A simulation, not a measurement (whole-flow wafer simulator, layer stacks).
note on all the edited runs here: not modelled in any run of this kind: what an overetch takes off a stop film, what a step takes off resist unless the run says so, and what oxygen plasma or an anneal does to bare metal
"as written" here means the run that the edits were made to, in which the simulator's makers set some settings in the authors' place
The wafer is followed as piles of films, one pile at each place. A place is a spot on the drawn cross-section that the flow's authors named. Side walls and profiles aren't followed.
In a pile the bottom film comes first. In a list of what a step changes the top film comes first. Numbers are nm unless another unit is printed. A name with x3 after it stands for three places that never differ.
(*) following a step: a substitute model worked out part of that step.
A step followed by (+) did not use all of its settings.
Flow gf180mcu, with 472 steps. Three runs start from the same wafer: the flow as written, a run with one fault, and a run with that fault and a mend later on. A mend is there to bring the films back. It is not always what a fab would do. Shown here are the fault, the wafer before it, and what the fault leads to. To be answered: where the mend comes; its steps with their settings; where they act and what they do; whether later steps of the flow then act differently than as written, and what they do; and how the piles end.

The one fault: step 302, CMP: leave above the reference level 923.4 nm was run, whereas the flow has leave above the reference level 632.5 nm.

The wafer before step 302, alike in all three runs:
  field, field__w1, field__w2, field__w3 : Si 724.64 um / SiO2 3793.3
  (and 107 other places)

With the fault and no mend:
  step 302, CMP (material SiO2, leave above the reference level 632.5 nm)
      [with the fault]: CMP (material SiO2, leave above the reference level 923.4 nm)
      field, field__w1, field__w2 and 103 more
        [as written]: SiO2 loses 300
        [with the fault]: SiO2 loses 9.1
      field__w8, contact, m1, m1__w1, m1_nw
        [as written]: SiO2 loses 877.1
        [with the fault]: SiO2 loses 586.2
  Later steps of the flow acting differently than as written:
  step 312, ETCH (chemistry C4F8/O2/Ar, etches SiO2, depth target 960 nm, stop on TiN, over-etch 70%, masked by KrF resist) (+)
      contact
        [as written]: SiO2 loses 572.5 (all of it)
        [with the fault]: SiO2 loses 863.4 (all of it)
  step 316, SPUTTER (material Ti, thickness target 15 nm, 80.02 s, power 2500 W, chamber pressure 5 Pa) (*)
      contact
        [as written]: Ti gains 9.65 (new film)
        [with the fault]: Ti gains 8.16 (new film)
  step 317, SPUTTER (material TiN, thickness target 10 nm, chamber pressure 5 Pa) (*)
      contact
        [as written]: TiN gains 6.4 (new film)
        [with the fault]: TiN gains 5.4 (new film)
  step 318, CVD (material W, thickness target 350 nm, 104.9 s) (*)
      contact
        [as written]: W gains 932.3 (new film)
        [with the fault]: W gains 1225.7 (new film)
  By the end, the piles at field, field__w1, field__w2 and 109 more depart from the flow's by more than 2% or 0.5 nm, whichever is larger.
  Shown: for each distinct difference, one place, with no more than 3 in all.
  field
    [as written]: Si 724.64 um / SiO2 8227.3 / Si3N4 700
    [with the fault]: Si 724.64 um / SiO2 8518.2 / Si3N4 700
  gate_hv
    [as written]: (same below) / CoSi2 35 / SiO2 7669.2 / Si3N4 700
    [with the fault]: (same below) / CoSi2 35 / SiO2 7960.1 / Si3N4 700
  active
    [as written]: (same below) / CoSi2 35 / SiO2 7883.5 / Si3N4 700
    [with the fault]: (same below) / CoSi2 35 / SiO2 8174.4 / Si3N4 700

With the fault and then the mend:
  After step 302 comes the mend.
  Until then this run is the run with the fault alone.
  step 302a, CMP (material SiO2, leave above the reference level 632.5 nm) (the flow's step 302 again)
      field, field__w1, field__w2 and 108 more
        SiO2 loses 290.9
  Every later step of the flow that is run acts as written at every place that is followed.
  At every place that both follow, the piles at the end match the flow's.
